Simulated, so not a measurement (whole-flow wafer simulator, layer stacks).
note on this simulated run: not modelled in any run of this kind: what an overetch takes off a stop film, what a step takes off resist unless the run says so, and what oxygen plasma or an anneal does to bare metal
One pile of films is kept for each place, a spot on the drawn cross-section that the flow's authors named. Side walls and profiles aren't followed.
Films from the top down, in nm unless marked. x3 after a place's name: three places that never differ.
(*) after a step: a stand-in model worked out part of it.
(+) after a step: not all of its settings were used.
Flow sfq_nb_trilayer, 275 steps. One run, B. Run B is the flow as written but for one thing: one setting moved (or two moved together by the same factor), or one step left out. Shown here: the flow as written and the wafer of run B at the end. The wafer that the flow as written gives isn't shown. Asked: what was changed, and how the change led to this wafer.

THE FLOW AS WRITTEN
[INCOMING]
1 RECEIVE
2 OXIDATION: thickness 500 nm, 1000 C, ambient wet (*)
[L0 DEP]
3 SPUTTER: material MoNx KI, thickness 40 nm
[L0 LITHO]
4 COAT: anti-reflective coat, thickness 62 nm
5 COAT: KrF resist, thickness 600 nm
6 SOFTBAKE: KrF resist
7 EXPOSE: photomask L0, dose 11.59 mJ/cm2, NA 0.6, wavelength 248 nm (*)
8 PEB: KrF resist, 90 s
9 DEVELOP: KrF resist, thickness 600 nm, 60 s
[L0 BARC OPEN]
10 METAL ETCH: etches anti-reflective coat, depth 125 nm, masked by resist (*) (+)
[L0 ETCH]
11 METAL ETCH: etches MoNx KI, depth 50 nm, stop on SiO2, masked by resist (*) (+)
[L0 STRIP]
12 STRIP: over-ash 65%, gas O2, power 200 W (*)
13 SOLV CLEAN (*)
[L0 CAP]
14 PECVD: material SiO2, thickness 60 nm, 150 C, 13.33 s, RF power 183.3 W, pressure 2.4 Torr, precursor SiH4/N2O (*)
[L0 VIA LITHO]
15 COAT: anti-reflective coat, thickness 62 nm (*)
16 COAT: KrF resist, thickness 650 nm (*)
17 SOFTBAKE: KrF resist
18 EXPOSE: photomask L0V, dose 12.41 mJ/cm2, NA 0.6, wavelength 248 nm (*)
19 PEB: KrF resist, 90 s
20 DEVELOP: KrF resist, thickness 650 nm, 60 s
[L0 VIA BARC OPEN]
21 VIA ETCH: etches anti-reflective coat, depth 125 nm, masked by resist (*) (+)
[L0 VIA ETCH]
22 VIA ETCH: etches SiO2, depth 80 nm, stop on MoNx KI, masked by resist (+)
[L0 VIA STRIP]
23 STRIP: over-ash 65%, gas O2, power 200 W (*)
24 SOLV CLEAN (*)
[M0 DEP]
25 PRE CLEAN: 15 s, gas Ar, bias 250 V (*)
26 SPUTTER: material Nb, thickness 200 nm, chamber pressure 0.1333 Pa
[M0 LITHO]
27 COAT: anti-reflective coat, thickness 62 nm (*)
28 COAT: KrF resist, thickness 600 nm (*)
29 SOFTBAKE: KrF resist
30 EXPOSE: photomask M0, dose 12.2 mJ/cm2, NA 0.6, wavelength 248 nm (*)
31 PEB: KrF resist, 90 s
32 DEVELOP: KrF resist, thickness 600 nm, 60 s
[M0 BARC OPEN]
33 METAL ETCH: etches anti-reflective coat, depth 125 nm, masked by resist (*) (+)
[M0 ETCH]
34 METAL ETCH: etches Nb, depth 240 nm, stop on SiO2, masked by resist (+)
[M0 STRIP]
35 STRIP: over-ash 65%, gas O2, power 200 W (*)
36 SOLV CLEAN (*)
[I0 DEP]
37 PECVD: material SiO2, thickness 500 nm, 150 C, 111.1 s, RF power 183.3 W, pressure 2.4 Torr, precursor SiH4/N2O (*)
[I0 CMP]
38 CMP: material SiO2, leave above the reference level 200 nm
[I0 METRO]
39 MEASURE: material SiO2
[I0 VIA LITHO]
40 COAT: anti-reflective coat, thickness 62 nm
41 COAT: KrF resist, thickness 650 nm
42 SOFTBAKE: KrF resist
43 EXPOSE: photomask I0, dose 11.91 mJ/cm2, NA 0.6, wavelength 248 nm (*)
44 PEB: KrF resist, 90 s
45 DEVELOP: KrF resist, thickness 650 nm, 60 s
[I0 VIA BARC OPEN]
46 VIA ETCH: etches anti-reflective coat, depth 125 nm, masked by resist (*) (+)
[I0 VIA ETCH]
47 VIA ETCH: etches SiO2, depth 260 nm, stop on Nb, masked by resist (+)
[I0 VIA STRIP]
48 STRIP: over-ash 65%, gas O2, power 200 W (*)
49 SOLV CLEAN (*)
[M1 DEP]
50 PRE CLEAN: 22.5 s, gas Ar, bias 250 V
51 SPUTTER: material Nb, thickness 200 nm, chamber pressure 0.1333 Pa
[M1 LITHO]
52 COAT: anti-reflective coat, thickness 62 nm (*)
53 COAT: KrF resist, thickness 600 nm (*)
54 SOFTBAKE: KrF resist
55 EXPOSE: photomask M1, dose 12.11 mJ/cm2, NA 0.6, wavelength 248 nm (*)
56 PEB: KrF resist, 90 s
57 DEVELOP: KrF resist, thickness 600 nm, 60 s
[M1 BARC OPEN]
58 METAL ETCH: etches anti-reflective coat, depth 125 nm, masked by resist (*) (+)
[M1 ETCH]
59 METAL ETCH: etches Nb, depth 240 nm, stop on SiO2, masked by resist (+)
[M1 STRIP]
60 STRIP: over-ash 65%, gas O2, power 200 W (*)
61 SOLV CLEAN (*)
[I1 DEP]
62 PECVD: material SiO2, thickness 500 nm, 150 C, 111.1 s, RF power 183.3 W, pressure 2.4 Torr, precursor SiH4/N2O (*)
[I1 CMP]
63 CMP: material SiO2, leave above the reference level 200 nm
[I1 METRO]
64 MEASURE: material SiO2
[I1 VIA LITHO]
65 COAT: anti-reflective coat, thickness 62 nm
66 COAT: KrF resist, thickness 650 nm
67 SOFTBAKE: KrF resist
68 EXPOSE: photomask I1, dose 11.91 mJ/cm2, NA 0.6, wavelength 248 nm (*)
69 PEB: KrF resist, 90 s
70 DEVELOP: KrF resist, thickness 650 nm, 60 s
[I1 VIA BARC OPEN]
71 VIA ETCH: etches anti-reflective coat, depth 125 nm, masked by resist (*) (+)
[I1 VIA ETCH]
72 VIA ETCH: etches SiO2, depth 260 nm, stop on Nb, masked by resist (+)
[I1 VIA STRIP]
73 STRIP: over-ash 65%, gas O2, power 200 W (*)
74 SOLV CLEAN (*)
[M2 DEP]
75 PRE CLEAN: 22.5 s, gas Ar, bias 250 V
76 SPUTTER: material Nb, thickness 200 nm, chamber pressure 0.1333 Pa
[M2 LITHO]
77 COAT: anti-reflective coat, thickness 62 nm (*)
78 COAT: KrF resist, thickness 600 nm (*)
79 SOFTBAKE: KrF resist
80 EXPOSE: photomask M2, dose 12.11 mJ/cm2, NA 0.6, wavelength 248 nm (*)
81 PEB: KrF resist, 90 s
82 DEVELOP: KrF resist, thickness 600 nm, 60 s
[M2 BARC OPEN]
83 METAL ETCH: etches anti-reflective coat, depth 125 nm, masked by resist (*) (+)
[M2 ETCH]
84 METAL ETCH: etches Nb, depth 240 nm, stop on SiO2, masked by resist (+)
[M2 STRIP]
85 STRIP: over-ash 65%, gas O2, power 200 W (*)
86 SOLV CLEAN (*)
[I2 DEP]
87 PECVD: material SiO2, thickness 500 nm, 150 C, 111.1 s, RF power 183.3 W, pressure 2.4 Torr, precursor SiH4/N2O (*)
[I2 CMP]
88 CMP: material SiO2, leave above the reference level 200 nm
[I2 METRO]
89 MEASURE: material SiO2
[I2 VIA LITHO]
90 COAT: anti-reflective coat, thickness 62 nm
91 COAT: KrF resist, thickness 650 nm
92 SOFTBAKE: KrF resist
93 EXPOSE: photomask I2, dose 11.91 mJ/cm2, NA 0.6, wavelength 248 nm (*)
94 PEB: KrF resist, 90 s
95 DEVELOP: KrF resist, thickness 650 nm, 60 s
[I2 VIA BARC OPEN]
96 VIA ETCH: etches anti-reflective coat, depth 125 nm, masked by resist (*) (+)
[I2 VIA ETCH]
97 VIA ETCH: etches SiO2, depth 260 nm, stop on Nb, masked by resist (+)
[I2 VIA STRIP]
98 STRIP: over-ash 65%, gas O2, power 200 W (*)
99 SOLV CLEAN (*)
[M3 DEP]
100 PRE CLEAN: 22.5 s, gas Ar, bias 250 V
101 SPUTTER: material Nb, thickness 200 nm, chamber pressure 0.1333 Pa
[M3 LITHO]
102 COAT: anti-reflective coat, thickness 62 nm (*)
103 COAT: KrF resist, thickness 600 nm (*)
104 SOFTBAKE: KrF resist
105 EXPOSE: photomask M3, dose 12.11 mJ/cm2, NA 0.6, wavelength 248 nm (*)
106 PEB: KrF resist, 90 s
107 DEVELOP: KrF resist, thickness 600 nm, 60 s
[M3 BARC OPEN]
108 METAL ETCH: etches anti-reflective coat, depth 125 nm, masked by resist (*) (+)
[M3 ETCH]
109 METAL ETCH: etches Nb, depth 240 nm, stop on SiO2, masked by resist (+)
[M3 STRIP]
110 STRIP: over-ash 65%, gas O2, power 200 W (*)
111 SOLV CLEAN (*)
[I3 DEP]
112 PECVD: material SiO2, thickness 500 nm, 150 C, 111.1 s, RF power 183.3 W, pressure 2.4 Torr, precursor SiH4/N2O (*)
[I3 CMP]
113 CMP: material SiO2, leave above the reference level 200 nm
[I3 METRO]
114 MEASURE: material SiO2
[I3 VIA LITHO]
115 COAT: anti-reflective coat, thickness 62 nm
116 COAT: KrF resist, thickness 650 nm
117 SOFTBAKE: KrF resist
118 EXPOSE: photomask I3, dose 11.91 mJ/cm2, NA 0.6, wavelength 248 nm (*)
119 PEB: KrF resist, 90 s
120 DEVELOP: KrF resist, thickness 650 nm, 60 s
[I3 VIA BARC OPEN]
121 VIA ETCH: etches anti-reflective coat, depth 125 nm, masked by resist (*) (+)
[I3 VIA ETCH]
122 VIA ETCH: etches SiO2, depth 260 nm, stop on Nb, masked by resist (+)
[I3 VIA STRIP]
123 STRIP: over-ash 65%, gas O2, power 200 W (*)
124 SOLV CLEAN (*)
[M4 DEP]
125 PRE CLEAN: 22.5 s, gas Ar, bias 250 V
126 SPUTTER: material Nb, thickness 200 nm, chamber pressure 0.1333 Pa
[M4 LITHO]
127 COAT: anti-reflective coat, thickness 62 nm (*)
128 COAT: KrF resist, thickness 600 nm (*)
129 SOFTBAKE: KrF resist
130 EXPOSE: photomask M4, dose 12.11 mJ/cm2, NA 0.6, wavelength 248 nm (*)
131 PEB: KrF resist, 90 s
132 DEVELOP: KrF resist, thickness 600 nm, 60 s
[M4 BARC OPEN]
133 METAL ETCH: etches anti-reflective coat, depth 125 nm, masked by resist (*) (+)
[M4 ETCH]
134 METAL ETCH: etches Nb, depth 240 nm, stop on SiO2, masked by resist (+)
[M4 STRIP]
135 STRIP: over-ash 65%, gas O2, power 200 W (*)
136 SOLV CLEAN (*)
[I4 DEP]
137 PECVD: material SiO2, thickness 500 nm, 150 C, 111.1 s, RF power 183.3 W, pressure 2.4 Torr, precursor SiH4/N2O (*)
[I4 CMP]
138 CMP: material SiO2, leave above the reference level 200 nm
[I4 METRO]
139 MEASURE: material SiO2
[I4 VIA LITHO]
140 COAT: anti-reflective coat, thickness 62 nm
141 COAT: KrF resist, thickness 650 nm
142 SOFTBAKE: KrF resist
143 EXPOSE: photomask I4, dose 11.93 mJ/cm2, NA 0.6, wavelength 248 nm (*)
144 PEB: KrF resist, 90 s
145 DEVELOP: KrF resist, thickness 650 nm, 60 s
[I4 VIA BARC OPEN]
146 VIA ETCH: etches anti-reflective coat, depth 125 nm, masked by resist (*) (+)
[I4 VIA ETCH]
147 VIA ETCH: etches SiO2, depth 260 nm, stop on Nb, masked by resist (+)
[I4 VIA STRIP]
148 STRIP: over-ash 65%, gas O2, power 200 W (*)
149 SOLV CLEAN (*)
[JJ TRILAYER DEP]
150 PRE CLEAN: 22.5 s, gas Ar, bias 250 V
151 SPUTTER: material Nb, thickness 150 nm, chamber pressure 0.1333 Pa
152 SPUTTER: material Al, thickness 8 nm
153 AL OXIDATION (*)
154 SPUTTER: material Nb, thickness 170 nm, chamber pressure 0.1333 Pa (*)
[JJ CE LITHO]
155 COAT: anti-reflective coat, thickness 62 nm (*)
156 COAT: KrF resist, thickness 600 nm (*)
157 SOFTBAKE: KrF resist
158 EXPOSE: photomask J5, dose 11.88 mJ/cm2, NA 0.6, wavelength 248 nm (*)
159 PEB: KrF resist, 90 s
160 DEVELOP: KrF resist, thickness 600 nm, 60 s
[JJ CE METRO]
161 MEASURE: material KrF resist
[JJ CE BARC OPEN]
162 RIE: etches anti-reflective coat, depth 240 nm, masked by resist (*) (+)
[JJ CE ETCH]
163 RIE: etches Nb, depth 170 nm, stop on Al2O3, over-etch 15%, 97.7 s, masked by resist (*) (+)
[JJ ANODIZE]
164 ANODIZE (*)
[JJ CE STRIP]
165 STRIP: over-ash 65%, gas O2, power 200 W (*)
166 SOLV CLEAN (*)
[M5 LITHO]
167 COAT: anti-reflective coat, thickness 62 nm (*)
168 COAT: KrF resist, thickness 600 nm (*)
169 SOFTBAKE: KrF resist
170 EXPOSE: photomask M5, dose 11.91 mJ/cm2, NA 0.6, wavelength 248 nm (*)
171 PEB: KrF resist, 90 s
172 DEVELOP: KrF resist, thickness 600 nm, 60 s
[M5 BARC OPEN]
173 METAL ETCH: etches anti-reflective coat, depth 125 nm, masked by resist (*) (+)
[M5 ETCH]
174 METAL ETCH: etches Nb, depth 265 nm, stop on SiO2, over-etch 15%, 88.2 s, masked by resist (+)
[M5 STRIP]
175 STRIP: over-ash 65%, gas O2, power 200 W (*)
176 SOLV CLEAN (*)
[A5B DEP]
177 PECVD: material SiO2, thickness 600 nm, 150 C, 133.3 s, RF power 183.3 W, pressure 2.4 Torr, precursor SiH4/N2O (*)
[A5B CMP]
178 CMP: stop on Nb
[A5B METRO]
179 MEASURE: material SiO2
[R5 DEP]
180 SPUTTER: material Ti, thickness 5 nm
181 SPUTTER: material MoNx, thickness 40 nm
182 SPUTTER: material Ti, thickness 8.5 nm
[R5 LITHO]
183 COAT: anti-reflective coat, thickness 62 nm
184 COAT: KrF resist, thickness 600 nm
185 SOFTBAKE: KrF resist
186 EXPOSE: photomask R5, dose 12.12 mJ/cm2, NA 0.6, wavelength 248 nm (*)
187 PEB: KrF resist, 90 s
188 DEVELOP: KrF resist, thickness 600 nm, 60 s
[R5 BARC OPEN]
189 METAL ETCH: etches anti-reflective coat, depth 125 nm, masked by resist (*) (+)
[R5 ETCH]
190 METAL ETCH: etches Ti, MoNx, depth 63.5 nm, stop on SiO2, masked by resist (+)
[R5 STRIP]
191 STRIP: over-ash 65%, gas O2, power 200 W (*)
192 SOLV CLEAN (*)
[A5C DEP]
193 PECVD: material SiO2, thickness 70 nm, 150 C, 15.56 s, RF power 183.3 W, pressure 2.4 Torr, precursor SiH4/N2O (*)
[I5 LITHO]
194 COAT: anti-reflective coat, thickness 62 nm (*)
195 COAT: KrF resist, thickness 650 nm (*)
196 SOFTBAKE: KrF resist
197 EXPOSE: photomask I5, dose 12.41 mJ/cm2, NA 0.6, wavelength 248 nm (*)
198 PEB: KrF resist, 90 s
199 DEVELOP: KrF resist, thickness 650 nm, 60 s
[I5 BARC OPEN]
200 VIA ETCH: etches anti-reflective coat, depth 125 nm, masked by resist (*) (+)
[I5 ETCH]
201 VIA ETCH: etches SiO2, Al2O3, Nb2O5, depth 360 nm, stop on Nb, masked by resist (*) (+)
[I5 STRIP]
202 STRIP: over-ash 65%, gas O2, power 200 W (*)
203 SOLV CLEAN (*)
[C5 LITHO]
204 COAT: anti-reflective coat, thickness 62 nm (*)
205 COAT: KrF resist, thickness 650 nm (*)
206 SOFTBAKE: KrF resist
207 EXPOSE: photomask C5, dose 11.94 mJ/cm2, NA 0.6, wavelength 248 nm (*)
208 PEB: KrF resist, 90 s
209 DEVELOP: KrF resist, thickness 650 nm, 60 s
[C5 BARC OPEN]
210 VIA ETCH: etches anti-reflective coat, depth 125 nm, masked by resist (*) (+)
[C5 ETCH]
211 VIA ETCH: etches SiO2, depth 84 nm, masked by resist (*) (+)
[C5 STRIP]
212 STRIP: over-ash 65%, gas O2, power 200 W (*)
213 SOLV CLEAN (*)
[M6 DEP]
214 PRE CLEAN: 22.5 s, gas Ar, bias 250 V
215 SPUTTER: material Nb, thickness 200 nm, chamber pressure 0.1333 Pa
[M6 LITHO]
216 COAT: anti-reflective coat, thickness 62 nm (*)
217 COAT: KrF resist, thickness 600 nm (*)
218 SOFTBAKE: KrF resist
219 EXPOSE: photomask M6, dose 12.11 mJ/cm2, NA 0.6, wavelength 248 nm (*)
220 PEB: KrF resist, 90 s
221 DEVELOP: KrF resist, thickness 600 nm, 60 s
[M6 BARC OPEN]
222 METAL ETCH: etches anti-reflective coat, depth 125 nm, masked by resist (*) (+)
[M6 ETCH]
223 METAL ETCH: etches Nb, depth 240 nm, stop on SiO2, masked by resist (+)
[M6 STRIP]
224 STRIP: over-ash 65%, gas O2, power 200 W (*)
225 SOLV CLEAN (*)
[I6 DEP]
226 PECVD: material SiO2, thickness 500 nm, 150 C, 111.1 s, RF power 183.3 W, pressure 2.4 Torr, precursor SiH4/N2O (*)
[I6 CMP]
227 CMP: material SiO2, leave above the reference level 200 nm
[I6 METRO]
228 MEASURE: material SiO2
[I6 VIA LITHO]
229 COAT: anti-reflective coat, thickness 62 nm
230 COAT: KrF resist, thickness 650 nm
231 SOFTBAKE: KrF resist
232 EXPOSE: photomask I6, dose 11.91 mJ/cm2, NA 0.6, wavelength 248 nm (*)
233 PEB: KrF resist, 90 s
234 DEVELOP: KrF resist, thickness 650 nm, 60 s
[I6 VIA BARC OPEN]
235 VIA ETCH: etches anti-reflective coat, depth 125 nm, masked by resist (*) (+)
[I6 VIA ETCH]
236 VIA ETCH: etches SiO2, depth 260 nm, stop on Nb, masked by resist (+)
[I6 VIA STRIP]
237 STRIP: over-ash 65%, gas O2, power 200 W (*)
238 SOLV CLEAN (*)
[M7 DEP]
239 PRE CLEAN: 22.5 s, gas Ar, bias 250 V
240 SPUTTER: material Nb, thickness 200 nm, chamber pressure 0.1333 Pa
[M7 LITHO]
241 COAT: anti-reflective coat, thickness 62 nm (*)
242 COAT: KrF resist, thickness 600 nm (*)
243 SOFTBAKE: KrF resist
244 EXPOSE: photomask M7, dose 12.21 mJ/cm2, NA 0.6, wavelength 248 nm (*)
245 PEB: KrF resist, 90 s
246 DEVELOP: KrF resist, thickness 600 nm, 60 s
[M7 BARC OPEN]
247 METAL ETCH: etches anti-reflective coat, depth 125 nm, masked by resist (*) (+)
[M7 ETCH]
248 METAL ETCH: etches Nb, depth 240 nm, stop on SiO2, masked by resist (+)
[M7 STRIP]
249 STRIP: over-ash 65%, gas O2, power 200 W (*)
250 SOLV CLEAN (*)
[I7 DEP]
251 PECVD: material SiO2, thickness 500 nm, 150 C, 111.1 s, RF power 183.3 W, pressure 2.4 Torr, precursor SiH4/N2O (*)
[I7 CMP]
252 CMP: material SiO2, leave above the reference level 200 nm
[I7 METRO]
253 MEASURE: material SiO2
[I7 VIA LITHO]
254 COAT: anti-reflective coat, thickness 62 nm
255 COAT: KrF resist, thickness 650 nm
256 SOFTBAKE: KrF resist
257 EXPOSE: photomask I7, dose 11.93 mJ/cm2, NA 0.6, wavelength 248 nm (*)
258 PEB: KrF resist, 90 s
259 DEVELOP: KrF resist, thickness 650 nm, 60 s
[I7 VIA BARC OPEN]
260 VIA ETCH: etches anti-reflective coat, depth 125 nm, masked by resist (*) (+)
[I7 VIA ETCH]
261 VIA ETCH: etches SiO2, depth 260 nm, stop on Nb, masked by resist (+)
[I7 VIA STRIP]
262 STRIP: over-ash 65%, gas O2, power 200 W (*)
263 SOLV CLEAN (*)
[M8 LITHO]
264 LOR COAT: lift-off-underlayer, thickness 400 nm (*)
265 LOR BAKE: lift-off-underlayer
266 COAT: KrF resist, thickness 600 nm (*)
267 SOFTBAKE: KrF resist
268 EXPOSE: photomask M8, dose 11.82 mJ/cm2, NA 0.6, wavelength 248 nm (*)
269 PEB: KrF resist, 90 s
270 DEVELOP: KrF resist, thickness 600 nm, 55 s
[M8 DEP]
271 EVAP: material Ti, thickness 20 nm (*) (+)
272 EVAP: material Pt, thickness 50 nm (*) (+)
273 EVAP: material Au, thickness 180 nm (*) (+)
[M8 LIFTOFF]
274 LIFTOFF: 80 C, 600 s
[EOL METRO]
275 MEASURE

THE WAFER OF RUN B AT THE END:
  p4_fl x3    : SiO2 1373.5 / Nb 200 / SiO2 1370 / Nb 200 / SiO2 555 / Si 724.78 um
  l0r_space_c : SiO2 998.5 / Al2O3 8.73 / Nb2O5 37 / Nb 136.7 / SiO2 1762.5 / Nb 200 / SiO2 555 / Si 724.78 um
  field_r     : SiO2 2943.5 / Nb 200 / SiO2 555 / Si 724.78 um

The cause: step 152, SPUTTER: thickness 5.6 nm was run, where the flow has thickness 8 nm.

How the change led to this, step by step:
  152 SPUTTER: material Al, thickness 8 nm
      field_l, v_sur, via_sp and 100 more: Al +5.6 (new film) (as written it would be: Al +8 (new film))
      via_wl, via_wr: Al +3.6 (new film) (as written it would be: Al +5.14 (new film))
      (and at 1 more place)
  164 ANODIZE (*)
      field_l, v_sur, via_sp and 96 more: Al2O3 +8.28, Nb2O5 +37 (new film), Al -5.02 (all of it), Nb -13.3 (as written it would be: Al2O3 +12.2, Nb2O5 +29.9 (new film), Al -7.42 (all of it), Nb -10.8)
      via_wl, via_wr: Al2O3 +4.98 (new film), Nb2O5 +43.7 (new film), Al -3.02 (all of it), Nb -15.7 (as written it would be: Al2O3 +7.52 (new film), Nb2O5 +39.2 (new film), Al -4.56 (all of it), Nb -14.1)
      (and at 1 more place)
  167 COAT: anti-reflective coat, thickness 62 nm (*)
      ce_r: anti-reflective coat +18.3 (new film) (as written it would be: anti-reflective coat +19.7 (new film))
  174 METAL ETCH: etches Nb, depth 265 nm, stop on SiO2, over-etch 15%, 88.2 s, masked by resist (+)
      field_l, r_sur, res and 49 more: Al2O3 -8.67 (all of it), Nb2O5 -37 (all of it), Nb -136.7 (all of it), SiO2 -12.2 (as written it would be: Al2O3 -12.6 (all of it), Nb2O5 -29.9 (all of it), Nb -139.2 (all of it), SiO2 -12.3)
      wl_a_sl: Al2O3 -8.66 (all of it), Nb2O5 -37 (all of it), Nb -136.7 (all of it), SiO2 -12.2 (as written it would be: Al2O3 -12.6 (all of it), Nb2O5 -29.9 (all of it), Nb -139.2 (all of it), SiO2 -12.3)
  175 STRIP: over-ash 65%, gas O2, power 200 W (*)
      ce_r: KrF resist -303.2 (all of it), anti-reflective coat -18.3 (all of it) (as written it would be: KrF resist -299.9 (all of it), anti-reflective coat -19.7 (all of it))
  201 VIA ETCH: etches SiO2, Al2O3, Nb2O5, depth 360 nm, stop on Nb, masked by resist (*) (+)
      be: SiO2 -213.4 (all of it), Al2O3 -8.73 (all of it), Nb2O5 -37 (all of it) (as written it would be: SiO2 -216.4 (all of it), Al2O3 -12.7 (all of it), Nb2O5 -29.9 (all of it))
